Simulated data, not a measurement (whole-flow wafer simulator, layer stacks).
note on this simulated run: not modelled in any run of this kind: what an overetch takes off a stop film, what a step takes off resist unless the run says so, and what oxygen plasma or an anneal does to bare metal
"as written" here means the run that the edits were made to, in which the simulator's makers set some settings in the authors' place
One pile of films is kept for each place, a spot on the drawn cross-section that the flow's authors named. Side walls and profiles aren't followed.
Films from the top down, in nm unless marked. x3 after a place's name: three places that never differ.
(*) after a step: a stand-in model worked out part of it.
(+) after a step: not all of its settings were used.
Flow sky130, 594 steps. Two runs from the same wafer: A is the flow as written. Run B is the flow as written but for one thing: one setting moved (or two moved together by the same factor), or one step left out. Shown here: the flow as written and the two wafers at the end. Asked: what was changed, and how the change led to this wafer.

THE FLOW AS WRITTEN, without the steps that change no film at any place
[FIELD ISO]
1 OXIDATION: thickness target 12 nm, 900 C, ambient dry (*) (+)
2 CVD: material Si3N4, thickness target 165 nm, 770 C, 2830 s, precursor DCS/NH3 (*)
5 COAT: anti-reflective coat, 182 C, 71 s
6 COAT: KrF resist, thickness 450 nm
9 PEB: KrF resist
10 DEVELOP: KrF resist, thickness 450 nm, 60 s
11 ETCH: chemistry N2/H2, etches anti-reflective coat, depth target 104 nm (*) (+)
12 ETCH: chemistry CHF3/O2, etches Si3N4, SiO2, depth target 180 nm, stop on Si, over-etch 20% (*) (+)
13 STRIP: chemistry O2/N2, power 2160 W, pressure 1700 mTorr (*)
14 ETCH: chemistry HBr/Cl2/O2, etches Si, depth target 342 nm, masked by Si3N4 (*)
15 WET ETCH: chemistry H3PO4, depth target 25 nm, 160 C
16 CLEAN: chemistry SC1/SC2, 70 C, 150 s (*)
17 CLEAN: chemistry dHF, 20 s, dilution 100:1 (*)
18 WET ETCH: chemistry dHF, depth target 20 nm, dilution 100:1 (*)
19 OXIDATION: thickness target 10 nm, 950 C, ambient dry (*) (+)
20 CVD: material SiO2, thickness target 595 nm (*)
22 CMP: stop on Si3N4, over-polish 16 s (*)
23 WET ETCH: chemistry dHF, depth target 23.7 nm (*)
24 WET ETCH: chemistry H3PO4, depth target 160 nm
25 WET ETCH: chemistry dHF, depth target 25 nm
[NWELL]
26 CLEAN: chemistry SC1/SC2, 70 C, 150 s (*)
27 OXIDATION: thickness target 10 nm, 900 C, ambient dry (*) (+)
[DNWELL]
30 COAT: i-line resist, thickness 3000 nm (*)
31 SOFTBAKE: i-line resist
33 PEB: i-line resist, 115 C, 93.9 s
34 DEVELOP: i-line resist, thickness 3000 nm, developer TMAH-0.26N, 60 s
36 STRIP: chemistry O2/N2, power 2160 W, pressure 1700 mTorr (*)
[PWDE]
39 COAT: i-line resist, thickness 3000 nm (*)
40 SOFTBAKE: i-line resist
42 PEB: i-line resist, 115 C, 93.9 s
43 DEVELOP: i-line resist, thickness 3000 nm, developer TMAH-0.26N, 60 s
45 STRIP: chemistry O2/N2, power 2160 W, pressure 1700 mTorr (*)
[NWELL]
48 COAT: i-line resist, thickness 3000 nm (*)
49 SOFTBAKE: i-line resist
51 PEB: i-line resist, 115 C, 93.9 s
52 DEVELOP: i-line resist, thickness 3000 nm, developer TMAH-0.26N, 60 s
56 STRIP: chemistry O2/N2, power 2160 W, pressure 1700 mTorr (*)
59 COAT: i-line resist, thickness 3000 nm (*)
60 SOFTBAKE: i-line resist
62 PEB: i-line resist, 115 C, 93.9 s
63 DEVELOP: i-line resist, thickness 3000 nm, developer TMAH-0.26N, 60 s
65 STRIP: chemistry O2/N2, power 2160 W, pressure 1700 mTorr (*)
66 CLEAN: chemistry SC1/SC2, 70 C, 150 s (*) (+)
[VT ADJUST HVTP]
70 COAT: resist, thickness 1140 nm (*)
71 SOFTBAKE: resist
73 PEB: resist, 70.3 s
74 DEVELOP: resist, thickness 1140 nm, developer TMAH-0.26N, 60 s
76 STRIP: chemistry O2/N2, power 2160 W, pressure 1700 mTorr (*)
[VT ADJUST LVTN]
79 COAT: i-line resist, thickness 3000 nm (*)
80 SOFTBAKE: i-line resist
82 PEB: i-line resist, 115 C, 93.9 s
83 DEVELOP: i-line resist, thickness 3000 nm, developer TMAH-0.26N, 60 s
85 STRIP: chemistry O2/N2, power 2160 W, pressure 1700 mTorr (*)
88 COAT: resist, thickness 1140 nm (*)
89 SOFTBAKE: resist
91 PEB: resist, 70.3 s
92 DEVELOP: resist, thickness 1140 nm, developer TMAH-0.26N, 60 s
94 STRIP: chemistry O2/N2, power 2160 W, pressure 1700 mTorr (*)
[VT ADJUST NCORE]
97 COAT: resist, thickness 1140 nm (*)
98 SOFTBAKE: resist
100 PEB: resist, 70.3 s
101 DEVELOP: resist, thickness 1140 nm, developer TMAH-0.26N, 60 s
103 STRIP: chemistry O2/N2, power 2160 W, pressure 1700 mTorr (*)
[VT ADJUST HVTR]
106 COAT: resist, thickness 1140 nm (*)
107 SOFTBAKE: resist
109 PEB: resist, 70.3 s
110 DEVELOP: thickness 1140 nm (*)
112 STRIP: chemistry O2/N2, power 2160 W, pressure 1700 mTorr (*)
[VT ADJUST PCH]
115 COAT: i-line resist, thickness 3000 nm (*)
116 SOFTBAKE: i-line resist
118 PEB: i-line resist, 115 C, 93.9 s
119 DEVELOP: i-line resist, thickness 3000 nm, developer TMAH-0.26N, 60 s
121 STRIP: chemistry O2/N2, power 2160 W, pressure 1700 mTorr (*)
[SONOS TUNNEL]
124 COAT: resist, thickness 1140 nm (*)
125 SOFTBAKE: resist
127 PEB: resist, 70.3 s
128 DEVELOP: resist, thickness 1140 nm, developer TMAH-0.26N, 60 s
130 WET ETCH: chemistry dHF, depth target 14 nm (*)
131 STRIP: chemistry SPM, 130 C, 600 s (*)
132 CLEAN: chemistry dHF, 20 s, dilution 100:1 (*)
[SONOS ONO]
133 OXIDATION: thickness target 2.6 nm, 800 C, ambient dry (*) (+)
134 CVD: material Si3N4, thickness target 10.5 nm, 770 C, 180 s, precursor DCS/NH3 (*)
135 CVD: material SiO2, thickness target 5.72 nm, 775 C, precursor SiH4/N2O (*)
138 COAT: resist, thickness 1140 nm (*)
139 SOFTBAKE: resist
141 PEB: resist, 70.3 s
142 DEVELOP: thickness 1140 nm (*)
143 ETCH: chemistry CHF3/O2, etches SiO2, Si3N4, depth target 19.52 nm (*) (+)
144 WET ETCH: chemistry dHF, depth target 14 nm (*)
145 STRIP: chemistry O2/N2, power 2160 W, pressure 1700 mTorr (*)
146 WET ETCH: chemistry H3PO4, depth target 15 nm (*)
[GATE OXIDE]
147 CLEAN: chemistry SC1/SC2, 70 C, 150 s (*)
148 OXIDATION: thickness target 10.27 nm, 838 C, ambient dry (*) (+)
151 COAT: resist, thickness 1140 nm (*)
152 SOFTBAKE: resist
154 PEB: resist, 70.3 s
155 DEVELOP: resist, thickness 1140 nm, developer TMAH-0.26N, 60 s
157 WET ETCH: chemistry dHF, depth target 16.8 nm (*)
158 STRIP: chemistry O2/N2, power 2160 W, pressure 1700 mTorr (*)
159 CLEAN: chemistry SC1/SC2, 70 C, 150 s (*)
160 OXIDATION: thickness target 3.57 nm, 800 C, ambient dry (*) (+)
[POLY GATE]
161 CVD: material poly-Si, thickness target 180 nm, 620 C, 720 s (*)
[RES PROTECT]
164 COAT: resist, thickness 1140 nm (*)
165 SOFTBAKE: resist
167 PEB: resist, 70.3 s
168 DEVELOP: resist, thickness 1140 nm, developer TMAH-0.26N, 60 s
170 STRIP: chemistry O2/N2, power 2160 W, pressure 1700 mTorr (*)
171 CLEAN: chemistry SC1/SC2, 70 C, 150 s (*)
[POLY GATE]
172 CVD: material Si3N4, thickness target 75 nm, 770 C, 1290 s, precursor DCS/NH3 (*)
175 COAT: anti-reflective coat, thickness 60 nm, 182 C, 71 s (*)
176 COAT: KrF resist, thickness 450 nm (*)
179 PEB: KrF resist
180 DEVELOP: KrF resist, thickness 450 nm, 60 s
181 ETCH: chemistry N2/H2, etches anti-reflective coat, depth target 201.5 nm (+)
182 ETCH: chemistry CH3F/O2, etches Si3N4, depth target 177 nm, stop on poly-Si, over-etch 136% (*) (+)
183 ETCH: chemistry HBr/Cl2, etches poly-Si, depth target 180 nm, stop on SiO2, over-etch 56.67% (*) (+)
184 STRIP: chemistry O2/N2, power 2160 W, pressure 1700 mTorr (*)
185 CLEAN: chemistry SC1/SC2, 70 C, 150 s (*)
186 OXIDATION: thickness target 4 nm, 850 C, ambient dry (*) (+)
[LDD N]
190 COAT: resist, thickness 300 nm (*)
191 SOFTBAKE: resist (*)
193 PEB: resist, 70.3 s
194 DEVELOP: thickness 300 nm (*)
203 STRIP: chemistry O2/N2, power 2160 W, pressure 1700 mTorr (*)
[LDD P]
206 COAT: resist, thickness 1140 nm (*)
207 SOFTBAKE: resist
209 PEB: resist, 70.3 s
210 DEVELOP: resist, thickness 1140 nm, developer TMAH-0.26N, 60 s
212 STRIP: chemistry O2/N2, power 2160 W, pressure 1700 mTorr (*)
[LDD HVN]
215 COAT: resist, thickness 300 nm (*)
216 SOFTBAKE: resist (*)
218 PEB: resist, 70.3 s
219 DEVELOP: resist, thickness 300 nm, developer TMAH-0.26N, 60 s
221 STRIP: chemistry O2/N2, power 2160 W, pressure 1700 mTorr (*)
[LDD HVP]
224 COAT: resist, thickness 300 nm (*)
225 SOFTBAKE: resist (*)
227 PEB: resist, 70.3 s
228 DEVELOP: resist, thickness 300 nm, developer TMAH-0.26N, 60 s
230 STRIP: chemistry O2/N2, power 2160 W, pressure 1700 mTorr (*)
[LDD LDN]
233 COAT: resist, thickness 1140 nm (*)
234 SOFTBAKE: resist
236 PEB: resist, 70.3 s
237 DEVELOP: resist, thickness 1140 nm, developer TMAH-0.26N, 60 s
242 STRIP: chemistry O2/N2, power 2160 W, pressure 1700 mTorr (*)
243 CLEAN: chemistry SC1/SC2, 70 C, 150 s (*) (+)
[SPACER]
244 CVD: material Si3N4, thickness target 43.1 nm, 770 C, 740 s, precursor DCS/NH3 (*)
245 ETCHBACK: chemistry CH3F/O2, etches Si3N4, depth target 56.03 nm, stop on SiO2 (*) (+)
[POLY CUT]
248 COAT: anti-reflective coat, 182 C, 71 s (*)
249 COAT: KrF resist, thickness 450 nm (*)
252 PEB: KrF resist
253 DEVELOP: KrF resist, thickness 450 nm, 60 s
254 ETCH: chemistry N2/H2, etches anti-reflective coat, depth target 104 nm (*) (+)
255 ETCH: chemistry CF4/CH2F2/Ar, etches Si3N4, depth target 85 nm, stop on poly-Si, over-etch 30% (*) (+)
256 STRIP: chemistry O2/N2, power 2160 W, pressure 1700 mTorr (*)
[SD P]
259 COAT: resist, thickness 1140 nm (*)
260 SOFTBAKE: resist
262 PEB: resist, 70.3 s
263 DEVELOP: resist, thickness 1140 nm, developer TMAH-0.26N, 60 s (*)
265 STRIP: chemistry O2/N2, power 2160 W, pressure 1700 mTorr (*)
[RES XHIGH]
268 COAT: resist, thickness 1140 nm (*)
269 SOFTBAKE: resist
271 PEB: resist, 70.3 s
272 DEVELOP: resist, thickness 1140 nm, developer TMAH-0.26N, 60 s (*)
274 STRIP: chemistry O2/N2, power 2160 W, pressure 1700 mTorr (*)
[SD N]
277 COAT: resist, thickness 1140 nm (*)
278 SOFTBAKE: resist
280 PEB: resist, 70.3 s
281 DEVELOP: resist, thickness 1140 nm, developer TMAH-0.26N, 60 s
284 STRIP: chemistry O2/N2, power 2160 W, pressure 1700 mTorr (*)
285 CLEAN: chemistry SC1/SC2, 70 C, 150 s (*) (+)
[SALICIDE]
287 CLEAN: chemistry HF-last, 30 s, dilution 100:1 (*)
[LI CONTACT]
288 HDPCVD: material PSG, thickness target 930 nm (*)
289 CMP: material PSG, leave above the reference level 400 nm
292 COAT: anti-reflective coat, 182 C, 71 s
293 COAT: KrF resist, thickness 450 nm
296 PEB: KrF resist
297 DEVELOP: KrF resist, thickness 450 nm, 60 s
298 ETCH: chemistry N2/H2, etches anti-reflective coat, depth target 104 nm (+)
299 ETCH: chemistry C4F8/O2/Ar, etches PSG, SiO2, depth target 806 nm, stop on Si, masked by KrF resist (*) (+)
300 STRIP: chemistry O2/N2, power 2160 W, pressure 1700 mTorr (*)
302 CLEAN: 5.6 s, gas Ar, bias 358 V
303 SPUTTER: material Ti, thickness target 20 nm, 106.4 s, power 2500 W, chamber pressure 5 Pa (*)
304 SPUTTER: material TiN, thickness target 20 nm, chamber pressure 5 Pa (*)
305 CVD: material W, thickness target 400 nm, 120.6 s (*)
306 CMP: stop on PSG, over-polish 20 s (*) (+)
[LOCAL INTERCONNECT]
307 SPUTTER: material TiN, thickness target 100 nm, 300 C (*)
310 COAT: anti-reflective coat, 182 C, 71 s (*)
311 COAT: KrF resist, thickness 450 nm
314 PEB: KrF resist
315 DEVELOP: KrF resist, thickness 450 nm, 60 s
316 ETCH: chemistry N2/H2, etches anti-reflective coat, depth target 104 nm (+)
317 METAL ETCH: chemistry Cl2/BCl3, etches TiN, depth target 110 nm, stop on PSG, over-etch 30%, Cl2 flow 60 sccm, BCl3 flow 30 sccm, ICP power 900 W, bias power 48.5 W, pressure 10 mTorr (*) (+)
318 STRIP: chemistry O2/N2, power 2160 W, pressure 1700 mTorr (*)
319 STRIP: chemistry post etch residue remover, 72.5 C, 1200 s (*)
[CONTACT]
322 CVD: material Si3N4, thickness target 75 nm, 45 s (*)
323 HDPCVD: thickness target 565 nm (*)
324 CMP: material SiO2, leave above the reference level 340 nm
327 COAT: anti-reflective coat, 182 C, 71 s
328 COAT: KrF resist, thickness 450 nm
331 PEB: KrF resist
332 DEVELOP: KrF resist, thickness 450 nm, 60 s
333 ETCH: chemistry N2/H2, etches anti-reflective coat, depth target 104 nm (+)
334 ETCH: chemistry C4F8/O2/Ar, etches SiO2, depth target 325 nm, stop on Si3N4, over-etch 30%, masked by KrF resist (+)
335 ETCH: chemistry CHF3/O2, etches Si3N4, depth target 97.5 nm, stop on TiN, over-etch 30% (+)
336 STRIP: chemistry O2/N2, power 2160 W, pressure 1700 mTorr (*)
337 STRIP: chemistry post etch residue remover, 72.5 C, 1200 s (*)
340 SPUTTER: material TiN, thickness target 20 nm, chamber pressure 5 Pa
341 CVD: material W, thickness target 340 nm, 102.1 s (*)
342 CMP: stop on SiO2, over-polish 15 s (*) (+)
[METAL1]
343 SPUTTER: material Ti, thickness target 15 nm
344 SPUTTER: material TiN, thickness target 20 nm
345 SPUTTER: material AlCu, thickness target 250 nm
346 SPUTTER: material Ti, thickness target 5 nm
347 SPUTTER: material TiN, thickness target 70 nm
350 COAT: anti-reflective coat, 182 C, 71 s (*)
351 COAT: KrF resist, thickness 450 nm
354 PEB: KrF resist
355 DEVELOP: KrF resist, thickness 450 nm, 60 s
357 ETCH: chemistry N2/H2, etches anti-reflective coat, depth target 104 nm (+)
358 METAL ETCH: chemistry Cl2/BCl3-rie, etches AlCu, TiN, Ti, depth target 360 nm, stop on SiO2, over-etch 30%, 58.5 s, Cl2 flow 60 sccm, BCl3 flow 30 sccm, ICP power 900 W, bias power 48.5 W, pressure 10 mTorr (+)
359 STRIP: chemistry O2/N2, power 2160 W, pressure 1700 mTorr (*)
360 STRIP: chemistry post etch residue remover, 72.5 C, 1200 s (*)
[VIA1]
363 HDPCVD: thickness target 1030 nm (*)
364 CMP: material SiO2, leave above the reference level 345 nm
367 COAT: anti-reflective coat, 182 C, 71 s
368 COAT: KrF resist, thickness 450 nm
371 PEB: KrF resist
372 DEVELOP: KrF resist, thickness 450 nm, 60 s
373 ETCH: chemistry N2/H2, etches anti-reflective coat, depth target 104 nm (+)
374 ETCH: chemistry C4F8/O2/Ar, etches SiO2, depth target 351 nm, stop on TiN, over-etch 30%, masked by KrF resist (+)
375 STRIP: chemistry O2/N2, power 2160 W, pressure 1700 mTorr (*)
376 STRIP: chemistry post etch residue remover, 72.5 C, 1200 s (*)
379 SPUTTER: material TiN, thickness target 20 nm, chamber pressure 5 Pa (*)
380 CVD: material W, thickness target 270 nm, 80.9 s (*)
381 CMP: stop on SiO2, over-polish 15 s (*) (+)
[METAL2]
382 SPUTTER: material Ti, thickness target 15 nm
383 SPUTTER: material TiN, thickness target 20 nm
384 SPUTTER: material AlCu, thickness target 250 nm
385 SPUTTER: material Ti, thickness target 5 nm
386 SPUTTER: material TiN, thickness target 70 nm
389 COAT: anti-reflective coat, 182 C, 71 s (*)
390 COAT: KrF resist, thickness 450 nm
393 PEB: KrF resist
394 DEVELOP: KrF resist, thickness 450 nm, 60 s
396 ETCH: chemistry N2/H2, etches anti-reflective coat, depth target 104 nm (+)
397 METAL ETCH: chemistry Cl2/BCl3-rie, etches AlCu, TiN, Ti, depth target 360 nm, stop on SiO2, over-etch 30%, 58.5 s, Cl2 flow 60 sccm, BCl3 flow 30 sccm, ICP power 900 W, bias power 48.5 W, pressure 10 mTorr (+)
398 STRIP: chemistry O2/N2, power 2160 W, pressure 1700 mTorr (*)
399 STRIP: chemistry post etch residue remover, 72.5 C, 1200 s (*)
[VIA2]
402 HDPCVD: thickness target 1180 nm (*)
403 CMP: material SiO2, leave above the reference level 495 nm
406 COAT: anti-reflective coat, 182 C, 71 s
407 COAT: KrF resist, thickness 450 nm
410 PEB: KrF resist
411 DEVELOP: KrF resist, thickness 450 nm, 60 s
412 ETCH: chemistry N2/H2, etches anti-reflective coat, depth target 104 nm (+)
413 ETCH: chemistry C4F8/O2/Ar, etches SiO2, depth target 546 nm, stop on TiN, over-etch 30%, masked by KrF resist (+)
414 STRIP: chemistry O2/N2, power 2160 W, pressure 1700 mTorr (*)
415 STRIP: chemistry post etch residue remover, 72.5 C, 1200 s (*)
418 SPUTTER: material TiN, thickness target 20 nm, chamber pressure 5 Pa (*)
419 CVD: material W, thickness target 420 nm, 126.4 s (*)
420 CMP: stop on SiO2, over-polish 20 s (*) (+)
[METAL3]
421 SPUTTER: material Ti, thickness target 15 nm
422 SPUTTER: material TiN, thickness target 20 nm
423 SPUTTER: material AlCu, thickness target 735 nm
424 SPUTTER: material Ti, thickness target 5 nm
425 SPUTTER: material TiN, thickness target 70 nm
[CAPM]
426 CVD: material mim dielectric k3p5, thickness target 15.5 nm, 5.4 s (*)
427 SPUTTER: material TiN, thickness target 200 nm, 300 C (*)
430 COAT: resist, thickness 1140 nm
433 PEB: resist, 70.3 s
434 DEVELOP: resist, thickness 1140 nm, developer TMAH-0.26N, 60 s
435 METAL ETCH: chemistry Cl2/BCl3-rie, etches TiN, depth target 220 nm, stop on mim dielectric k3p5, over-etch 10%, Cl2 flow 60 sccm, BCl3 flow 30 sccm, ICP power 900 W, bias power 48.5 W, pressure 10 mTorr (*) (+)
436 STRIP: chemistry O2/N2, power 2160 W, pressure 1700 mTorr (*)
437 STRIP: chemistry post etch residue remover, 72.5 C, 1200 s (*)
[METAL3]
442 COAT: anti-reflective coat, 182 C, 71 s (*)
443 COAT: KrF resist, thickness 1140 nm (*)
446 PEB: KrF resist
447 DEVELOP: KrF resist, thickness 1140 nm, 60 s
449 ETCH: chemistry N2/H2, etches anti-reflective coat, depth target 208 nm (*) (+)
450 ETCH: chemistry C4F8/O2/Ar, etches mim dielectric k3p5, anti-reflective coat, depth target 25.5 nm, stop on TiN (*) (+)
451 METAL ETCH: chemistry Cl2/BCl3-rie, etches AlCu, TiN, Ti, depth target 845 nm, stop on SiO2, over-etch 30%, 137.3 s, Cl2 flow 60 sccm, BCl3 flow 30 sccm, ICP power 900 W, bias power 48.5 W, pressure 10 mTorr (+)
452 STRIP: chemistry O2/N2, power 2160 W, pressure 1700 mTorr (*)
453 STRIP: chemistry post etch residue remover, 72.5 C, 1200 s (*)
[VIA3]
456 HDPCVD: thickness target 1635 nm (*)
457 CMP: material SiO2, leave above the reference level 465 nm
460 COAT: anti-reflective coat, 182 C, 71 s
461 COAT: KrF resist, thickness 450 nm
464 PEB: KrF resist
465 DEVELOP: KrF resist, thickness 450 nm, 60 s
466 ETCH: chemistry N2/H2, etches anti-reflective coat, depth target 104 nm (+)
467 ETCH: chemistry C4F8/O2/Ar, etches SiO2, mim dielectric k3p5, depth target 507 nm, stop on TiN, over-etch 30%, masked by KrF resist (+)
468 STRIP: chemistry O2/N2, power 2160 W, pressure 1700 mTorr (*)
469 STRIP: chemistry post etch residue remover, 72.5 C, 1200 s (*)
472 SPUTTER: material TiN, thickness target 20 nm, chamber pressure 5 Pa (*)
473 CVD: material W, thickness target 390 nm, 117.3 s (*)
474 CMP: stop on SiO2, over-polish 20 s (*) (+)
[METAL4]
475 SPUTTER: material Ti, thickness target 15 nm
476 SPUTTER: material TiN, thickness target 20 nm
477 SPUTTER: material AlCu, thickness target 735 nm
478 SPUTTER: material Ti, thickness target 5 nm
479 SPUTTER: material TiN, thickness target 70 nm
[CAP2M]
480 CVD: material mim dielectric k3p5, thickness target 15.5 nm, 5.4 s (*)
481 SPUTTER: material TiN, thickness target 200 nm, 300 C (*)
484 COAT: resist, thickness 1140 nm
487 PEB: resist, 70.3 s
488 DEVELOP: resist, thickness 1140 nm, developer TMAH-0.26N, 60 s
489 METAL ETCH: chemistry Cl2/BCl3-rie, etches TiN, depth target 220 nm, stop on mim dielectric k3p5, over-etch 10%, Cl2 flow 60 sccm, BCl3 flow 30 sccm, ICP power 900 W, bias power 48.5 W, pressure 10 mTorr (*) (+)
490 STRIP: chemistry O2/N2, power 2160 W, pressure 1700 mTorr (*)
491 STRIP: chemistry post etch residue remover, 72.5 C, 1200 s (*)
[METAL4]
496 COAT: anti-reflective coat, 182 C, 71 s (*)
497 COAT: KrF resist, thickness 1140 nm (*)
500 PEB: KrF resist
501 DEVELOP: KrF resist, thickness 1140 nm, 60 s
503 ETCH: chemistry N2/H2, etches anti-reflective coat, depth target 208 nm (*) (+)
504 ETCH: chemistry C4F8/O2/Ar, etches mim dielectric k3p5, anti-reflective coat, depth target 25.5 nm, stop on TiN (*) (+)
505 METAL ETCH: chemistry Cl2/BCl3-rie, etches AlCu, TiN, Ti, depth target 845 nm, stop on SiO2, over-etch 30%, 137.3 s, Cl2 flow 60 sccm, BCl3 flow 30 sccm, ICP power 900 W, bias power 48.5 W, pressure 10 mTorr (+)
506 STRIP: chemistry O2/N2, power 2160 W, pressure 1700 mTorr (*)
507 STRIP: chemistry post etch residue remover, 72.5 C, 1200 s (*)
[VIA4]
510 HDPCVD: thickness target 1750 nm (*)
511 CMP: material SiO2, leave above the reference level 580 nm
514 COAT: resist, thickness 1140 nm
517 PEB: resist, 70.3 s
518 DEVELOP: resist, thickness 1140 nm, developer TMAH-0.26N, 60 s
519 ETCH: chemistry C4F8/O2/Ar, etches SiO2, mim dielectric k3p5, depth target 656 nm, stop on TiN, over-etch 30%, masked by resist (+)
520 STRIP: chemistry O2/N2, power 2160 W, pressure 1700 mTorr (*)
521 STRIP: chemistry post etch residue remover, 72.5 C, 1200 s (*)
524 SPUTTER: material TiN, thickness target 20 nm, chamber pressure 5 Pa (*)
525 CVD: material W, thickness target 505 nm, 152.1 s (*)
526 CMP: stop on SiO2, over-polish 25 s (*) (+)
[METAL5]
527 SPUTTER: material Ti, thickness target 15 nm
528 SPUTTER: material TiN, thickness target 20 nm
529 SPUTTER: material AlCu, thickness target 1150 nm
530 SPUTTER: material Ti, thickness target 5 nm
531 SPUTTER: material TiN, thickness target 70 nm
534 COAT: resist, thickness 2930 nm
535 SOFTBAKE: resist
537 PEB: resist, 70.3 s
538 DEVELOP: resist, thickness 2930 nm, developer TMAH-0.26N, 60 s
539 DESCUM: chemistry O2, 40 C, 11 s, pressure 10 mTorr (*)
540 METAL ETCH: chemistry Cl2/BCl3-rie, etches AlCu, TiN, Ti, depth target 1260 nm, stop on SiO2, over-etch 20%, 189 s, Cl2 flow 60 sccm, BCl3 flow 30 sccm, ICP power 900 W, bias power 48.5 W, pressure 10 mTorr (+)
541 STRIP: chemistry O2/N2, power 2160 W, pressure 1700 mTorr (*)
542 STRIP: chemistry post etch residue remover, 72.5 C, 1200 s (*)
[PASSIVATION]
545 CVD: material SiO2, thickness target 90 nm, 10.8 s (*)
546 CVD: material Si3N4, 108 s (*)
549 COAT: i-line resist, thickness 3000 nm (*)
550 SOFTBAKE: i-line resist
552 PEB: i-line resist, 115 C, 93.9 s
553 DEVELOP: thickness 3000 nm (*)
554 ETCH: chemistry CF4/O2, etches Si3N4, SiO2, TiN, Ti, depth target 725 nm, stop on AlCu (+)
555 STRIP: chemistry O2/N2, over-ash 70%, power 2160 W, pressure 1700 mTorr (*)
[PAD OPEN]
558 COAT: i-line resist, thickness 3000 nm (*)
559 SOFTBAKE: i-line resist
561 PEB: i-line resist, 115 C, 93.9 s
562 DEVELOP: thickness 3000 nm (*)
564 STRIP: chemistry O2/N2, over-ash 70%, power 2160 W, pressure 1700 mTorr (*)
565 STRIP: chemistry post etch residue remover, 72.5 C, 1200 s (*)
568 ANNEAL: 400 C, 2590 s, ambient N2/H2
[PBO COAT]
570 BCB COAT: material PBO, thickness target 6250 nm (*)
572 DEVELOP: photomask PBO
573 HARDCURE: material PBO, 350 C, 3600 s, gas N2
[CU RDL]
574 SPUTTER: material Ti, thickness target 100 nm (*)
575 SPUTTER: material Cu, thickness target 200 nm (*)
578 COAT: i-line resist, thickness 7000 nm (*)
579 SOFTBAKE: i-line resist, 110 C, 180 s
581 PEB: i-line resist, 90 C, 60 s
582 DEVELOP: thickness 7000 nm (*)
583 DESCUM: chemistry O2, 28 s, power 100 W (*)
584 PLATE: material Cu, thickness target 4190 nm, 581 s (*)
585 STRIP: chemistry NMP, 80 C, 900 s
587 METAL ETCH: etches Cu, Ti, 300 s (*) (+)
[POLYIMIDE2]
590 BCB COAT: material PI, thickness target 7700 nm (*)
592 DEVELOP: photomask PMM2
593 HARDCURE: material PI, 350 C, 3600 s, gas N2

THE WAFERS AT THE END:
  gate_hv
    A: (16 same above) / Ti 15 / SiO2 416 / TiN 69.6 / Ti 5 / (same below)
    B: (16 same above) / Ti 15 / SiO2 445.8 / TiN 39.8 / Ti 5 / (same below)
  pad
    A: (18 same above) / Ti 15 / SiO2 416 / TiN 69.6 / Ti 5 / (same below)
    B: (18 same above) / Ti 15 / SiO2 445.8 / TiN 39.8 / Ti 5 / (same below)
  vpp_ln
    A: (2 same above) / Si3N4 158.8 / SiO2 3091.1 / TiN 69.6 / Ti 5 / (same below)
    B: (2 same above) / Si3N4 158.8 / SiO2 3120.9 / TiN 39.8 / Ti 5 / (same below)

The cause: step 386, SPUTTER: thickness target 40.2 nm was run, where the flow has thickness target 70 nm.

How the change led to this, step by step:
  386 SPUTTER: material TiN, thickness target 70 nm
      field, active, n_well and 188 more: A TiN +70 (new film) | B TiN +40.2 (new film)
  397 METAL ETCH: chemistry Cl2/BCl3-rie, etches AlCu, TiN, Ti, depth target 360 nm, stop on SiO2, over-etch 30%, 58.5 s, Cl2 flow 60 sccm, BCl3 flow 30 sccm, ICP power 900 W, bias power 48.5 W, pressure 10 mTorr (+)
      field, active, gate and 82 more: A TiN -68.7 (all of it), Ti -5 (all of it), AlCu -250 (all of it), TiN -20 (all of it), Ti -15 (all of it), SiO2 -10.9 | B TiN -38.9 (all of it), Ti -5 (all of it), AlCu -250 (all of it), TiN -20 (all of it), Ti -15 (all of it), SiO2 -13.9
  403 CMP: material SiO2, leave above the reference level 495 nm
      n_well, p_well, gate_hv and 101 more: A SiO2 -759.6 | B SiO2 -729.8
      m1, via1_hole: A SiO2 -759.1 | B SiO2 -729.3
  413 ETCH: chemistry C4F8/O2/Ar, etches SiO2, depth target 546 nm, stop on TiN, over-etch 30%, masked by KrF resist (+)
      m1: A SiO2 -420.3 (all of it) | B SiO2 -450.1 (all of it)
      via2_hole: A SiO2 -419.8 (all of it) | B SiO2 -449.6 (all of it)
  419 CVD: material W, thickness target 420 nm, 126.4 s (*)
      m1: A W +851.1 (new film) | B W +881.3 (new film)
      via2_hole: A W +850.7 (new film) | B W +880.9 (new film)
